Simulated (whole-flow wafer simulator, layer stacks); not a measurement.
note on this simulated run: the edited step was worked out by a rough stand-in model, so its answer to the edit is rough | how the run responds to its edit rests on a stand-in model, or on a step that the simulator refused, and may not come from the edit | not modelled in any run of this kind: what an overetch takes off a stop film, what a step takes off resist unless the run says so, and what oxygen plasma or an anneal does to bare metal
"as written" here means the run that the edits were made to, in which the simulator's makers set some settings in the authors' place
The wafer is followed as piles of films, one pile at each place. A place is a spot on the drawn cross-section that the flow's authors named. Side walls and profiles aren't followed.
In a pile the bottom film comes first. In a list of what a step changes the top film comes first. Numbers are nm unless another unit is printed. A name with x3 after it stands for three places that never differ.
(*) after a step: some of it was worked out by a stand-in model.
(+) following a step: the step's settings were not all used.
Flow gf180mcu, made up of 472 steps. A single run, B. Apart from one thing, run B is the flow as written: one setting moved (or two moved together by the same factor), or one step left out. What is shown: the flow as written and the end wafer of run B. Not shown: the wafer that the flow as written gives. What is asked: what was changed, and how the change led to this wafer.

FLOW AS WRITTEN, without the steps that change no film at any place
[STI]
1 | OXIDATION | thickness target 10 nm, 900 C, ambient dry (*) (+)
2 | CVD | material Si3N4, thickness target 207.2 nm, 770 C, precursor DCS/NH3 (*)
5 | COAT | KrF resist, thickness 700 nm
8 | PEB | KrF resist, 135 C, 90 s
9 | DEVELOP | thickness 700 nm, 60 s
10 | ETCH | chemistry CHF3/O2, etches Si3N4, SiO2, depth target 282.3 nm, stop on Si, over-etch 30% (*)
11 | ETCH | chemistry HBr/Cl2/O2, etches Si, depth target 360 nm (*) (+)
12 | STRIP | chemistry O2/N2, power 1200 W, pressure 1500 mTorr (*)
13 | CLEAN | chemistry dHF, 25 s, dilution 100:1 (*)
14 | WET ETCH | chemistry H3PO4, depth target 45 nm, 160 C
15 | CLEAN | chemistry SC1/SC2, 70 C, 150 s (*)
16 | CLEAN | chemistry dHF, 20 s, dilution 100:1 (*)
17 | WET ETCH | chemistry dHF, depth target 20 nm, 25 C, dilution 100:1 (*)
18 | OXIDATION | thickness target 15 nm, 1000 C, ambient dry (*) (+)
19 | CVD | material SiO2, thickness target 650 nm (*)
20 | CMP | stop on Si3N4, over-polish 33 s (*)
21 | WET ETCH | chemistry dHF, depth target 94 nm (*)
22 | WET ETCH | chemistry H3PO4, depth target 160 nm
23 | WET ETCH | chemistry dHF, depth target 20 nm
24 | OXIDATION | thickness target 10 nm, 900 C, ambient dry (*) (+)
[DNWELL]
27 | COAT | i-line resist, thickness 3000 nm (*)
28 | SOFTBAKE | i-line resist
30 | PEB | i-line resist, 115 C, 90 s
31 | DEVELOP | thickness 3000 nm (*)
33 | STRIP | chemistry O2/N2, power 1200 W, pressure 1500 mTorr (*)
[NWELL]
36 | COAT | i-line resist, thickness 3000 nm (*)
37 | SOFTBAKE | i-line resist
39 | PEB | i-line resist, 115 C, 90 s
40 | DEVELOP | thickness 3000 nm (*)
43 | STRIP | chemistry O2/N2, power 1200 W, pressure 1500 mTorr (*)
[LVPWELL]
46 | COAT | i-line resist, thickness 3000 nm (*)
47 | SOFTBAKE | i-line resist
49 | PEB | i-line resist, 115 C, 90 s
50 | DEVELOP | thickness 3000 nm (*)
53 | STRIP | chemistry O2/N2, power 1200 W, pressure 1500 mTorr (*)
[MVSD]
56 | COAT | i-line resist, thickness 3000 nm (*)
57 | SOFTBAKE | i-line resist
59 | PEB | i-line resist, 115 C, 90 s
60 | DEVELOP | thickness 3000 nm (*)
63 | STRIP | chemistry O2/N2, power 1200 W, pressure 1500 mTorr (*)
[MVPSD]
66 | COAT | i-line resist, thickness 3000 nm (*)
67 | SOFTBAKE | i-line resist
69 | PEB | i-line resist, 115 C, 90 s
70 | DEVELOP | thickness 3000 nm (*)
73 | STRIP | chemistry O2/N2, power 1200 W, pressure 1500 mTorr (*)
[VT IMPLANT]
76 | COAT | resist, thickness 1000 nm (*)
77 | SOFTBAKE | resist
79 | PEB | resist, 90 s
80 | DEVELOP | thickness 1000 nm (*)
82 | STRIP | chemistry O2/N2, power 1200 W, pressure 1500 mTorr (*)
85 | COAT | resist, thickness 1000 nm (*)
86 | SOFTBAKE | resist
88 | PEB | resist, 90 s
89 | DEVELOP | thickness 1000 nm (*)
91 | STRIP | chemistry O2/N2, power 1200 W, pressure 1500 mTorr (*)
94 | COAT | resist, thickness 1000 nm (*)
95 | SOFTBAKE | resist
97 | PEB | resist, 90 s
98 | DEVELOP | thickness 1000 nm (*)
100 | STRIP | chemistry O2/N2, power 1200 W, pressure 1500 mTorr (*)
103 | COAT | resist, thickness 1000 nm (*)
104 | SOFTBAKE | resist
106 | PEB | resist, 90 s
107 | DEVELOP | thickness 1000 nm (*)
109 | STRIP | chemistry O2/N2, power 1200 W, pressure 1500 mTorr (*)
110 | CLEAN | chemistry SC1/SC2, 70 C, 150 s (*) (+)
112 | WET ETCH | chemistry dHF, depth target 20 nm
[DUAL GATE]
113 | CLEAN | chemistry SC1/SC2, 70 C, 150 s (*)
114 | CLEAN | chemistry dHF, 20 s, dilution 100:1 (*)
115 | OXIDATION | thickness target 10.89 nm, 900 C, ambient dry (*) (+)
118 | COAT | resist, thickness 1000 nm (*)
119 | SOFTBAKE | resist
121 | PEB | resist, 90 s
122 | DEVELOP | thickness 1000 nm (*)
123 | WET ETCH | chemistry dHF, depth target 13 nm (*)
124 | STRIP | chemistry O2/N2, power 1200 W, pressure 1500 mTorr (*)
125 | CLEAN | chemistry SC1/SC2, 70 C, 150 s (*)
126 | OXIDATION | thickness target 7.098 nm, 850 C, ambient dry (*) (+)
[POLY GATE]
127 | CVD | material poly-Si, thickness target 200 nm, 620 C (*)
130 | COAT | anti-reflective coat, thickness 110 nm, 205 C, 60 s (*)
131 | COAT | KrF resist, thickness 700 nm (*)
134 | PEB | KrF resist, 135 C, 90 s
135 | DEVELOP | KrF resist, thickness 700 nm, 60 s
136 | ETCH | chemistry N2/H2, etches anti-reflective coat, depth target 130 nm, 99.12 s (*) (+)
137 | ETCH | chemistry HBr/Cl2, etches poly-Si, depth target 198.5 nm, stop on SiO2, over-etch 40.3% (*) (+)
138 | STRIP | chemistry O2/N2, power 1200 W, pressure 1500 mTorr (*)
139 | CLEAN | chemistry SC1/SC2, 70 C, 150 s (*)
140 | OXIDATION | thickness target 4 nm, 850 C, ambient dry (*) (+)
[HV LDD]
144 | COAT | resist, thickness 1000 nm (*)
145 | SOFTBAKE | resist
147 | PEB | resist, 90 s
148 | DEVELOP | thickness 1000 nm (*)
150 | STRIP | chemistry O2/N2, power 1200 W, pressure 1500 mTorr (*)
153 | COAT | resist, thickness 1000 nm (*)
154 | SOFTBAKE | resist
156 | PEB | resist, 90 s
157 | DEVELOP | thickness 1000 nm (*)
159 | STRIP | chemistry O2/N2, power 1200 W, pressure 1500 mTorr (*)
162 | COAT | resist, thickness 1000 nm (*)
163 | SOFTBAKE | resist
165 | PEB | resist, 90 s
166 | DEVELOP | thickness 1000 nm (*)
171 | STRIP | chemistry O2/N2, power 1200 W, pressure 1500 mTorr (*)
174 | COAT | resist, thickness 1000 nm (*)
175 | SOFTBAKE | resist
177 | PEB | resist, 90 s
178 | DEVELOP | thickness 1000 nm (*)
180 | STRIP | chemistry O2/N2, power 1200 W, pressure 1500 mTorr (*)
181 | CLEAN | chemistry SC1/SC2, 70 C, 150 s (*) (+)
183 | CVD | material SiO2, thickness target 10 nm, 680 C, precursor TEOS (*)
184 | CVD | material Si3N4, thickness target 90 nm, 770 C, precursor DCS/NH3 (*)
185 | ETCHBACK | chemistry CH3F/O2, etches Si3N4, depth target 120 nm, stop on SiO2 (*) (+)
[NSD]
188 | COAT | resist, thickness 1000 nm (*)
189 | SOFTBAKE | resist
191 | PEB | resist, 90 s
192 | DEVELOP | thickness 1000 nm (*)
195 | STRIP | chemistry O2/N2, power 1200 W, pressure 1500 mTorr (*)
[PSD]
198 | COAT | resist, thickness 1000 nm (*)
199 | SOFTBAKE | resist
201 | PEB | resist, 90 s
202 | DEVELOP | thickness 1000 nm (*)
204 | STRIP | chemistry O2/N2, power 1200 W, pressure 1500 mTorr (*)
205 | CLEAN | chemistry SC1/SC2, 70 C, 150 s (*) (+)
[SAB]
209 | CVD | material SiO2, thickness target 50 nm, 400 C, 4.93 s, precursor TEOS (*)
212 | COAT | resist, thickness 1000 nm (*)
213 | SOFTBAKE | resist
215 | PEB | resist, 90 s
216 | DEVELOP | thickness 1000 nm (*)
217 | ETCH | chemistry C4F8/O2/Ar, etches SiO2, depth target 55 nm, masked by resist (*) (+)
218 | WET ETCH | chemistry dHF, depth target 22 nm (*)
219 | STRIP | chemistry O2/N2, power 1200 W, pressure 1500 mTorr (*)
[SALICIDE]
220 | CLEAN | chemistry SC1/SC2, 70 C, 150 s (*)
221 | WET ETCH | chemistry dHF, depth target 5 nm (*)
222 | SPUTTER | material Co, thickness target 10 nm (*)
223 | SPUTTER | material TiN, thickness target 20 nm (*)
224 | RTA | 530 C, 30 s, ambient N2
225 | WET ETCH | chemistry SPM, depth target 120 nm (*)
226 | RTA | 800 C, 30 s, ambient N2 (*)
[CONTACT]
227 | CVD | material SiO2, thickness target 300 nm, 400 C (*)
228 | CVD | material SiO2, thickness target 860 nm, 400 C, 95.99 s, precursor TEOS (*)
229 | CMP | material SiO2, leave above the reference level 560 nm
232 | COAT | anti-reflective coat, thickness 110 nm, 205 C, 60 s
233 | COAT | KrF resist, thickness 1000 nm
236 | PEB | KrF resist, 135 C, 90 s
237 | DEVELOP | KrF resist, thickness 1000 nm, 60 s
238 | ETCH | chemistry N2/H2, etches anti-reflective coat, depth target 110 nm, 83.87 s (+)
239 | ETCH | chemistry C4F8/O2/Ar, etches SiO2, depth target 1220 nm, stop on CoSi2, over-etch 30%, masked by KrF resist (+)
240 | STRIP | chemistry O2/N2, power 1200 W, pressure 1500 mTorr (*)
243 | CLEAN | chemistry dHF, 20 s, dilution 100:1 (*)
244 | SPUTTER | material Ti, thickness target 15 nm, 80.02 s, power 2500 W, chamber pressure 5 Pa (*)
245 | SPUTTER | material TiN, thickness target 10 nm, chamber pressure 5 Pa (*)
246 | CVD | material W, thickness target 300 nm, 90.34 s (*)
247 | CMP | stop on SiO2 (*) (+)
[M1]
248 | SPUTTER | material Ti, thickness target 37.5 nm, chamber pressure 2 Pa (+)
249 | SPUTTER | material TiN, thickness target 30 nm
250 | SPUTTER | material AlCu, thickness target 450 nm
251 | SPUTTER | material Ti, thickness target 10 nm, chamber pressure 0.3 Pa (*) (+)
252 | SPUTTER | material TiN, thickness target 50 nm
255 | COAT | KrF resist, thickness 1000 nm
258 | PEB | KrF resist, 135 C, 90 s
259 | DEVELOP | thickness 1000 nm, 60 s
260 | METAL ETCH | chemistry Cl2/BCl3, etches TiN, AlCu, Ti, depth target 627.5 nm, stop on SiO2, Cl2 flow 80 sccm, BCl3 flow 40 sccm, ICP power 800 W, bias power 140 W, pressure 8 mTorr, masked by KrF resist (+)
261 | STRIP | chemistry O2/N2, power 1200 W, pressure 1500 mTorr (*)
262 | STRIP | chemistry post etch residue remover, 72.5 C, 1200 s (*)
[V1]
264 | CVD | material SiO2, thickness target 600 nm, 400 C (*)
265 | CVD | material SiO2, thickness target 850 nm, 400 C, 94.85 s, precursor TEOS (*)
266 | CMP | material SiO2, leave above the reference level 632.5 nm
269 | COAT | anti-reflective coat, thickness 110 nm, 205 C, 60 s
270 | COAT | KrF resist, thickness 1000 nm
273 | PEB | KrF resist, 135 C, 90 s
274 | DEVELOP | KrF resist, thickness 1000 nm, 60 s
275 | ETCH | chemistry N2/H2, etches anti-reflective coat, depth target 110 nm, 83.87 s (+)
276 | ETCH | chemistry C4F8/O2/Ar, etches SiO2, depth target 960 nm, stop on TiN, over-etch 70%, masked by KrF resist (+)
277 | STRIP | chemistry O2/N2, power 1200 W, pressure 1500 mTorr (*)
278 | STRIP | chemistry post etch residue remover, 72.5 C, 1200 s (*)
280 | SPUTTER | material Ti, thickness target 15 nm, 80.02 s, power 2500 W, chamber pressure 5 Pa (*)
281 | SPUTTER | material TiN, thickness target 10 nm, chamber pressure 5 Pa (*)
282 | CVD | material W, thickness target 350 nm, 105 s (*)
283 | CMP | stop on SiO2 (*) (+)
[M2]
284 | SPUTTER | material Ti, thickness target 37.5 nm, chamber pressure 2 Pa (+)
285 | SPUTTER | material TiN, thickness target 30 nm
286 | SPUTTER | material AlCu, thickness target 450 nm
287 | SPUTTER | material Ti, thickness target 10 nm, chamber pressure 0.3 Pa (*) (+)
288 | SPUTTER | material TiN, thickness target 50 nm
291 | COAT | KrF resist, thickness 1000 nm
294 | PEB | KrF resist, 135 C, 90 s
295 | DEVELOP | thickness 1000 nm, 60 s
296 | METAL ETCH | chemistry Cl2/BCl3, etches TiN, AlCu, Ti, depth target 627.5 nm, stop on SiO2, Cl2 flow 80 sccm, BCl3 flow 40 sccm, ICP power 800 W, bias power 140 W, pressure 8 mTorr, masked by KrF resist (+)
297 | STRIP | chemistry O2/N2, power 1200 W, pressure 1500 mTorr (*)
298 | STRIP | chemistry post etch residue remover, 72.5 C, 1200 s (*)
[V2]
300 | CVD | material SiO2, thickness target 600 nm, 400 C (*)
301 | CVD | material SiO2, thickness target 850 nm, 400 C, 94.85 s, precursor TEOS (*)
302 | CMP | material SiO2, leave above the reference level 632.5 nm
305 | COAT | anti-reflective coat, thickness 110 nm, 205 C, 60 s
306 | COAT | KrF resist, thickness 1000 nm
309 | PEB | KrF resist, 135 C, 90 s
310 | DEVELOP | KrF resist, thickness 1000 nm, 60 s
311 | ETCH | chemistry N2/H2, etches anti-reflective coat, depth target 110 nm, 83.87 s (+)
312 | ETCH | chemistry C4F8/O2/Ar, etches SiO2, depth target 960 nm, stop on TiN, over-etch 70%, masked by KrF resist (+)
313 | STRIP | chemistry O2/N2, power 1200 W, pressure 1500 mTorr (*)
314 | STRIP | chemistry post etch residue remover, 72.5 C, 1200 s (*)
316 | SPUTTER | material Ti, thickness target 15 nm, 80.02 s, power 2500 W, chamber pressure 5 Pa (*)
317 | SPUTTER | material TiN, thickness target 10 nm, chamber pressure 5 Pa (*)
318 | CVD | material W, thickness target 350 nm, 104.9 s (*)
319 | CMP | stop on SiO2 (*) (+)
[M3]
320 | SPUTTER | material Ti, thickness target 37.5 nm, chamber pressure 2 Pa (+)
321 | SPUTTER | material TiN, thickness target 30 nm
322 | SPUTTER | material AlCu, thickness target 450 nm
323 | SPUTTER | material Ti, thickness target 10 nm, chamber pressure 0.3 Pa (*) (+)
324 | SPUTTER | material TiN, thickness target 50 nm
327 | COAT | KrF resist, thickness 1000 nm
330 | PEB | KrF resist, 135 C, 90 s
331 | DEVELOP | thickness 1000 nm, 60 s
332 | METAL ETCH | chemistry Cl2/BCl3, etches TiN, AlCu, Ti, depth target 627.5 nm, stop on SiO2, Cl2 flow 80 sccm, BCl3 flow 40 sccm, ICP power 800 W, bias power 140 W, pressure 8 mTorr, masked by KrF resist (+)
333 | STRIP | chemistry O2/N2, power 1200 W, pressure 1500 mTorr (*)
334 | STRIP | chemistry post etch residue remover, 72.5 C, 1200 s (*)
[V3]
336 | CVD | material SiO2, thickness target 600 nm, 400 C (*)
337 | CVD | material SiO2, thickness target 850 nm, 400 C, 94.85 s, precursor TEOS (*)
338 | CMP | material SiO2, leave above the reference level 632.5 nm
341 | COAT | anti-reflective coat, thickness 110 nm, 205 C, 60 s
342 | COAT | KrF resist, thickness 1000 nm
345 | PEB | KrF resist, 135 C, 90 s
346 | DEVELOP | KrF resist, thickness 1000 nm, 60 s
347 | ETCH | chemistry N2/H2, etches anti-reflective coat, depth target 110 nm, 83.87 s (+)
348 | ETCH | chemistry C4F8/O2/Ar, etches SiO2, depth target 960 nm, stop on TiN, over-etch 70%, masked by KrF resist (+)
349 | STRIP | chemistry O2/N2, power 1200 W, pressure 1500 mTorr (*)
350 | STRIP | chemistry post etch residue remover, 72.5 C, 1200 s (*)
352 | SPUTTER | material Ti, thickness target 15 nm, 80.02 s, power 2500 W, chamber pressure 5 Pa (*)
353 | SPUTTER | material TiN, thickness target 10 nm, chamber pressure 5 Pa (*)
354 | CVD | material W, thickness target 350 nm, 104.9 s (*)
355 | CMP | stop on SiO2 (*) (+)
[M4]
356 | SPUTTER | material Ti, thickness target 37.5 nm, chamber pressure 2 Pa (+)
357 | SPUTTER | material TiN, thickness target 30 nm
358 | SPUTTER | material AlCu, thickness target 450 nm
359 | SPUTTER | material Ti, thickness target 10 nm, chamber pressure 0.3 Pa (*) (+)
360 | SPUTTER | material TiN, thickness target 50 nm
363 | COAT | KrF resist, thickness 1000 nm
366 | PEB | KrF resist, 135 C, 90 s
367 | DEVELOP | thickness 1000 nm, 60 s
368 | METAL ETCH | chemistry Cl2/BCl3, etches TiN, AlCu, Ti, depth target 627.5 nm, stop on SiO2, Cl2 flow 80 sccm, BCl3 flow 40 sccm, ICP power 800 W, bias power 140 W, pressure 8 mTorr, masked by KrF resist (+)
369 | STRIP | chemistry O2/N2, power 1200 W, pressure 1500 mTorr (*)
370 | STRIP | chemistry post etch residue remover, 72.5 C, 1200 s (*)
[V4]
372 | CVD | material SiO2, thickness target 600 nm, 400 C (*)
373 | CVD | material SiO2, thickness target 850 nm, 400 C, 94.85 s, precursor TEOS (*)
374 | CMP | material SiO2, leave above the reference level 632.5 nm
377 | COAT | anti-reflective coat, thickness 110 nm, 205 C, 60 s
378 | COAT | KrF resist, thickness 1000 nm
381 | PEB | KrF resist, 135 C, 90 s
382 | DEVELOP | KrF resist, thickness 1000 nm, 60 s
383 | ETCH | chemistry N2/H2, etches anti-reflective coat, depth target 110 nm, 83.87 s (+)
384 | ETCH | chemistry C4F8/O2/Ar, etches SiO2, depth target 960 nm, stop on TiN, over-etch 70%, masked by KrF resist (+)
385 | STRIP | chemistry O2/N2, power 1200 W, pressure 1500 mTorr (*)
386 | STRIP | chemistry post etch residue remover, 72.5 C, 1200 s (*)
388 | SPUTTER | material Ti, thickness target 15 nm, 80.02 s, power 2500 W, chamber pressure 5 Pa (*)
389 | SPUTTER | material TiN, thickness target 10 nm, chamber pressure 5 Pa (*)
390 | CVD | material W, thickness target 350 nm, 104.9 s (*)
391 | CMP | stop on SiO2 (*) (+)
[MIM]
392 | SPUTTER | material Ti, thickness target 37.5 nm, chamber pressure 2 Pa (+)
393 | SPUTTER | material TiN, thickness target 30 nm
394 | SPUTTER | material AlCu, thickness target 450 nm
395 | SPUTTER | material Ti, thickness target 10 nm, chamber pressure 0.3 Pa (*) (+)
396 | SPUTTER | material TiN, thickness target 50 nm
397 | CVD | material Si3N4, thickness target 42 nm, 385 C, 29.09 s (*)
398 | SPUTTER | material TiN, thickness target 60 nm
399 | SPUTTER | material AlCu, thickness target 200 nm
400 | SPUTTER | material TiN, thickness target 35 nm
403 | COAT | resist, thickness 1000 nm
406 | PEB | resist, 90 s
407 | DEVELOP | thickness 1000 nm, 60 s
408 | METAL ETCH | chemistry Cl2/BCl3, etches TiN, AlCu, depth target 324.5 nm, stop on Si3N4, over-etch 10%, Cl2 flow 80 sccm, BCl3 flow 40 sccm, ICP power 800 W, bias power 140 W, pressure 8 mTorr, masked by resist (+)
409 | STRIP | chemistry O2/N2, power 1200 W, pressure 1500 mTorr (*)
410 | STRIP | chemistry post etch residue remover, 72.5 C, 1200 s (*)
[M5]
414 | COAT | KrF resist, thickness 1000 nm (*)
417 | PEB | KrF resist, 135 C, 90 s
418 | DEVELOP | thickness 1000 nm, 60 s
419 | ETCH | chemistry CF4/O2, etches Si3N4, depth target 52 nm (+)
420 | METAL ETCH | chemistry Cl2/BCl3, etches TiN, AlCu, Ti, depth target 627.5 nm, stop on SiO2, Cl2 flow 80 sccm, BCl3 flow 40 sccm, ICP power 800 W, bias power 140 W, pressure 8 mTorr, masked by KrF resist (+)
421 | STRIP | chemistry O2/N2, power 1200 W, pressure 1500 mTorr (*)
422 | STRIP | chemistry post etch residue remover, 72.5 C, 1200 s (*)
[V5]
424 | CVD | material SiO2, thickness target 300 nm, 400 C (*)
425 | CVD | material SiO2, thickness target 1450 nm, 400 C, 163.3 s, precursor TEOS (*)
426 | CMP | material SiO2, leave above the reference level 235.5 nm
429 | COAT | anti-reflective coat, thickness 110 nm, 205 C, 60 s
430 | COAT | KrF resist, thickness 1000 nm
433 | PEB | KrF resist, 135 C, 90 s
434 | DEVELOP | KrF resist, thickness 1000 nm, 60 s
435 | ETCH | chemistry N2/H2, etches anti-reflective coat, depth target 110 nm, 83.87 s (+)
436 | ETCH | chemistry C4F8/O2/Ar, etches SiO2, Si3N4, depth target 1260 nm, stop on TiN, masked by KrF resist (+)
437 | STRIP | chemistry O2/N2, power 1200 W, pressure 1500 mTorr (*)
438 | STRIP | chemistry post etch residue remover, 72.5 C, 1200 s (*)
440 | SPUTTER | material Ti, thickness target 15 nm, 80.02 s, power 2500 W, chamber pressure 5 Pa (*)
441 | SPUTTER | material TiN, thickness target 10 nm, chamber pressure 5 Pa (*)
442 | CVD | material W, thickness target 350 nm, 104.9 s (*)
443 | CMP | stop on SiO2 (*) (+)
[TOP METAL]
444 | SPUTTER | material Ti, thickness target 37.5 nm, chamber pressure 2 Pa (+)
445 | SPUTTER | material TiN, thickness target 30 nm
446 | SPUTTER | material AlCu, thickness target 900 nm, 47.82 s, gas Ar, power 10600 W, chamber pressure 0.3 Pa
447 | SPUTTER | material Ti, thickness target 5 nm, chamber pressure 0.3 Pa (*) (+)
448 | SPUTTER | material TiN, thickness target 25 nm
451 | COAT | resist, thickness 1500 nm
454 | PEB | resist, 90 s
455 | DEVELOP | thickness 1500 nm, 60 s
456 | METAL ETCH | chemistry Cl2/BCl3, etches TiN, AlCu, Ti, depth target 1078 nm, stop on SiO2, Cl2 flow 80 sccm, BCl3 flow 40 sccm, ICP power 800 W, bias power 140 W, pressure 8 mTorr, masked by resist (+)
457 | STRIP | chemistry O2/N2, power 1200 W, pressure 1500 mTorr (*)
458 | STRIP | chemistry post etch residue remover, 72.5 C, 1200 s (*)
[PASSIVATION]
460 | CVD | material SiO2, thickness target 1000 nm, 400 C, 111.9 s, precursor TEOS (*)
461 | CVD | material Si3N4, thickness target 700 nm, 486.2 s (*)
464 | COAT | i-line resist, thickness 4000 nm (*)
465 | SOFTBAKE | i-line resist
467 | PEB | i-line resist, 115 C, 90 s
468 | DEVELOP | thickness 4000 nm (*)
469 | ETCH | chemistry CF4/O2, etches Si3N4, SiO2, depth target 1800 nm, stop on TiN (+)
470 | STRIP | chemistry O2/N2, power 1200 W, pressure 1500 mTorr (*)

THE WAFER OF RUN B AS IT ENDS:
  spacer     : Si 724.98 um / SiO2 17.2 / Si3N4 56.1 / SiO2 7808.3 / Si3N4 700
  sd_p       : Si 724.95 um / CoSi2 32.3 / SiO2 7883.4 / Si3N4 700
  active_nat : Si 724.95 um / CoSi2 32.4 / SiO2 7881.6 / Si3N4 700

Cause: step 184, CVD: thickness target 60.3 nm was run, while the flow as written has thickness target 90 nm.

How this came from the change, step by step:
  184 | CVD | material Si3N4, thickness target 90 nm, 770 C, precursor DCS/NH3 (*)
      field, field__w1, field__w2 and 101 more: +60.3 Si3N4 (new film) (it would be, as written: +90 Si3N4 (new film))
  185 | ETCHBACK | chemistry CH3F/O2, etches Si3N4, depth target 120 nm, stop on SiO2 (*) (+)
      field, field__w1, field__w2 and 55 more: -60.3 Si3N4 (all of it), -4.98 SiO2 (it would be, as written: -90 Si3N4 (all of it), -2.5 SiO2)
      active, n_well, p_well and 42 more: -60.3 Si3N4 (all of it), -4.97 SiO2 (it would be, as written: -90 Si3N4 (all of it), -2.5 SiO2)
  188 | COAT | resist, thickness 1000 nm (*)
      spacer: +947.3 resist (new film) (it would be, as written: +920.3 resist (new film))
  189 | SOFTBAKE | resist
      field: nothing (it would be, as written: +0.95 resist)
      nw_sep_fld: nothing (it would be, as written: +1.07 resist)
  191 | PEB | resist, 90 s
      spacer: -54 resist (it would be, as written: -52.3 resist)
  192 | DEVELOP | thickness 1000 nm (*)
      spacer: -893.4 resist (all of it) (it would be, as written: -868 resist (all of it))
  198 | COAT | resist, thickness 1000 nm (*)
      spacer: +947.3 resist (new film) (it would be, as written: +920.3 resist (new film))
  199 | SOFTBAKE | resist
      field: nothing (it would be, as written: +0.95 resist)
      nw_sep_fld: nothing (it would be, as written: +1.07 resist)
  201 | PEB | resist, 90 s
      spacer: -54 resist (it would be, as written: -52.3 resist)
  204 | STRIP | chemistry O2/N2, power 1200 W, pressure 1500 mTorr (*)
      spacer: -893.4 resist (all of it) (it would be, as written: -868 resist (all of it))
  212 | COAT | resist, thickness 1000 nm (*)
      spacer: +946.2 resist (new film) (it would be, as written: +919.2 resist (new film))
  215 | PEB | resist, 90 s
      spacer: -53.9 resist (it would be, as written: -52.3 resist)
  216 | DEVELOP | thickness 1000 nm (*)
      spacer: -892.3 resist (all of it) (it would be, as written: -866.9 resist (all of it))
  218 | WET ETCH | chemistry dHF, depth target 22 nm (*)
      gate, gate_hv, gate_p and 23 more: -3 SiO2 (all of it) (it would be, as written: -5.48 SiO2 (all of it))
      active, p_well, sd_n, iso_ptap_pw, iso_ntap_nw, iso_ptap_sub, vpnp_e: -6.53 SiO2 (all of it) (it would be, as written: -9.01 SiO2 (all of it))
      (and at 16 other places as well)
  222 | SPUTTER | material Co, thickness target 10 nm (*)
      field__w2: +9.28 Co (new film) (it would be, as written: +8.65 Co (new film))
      field__w3: +8.89 Co (new film) (it would be, as written: +8.06 Co (new film))
      (and at 4 other places as well)
  223 | SPUTTER | material TiN, thickness target 20 nm (*)
      field__w2: +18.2 TiN (new film) (it would be, as written: +17 TiN (new film))
      field__w3: +17.3 TiN (new film) (it would be, as written: +15.7 TiN (new film))
      (and at 6 other places as well)
  ... 3 further steps ...
  229 | CMP | material SiO2, leave above the reference level 560 nm
      spacer: -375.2 SiO2 (it would be, as written: -404.9 SiO2)
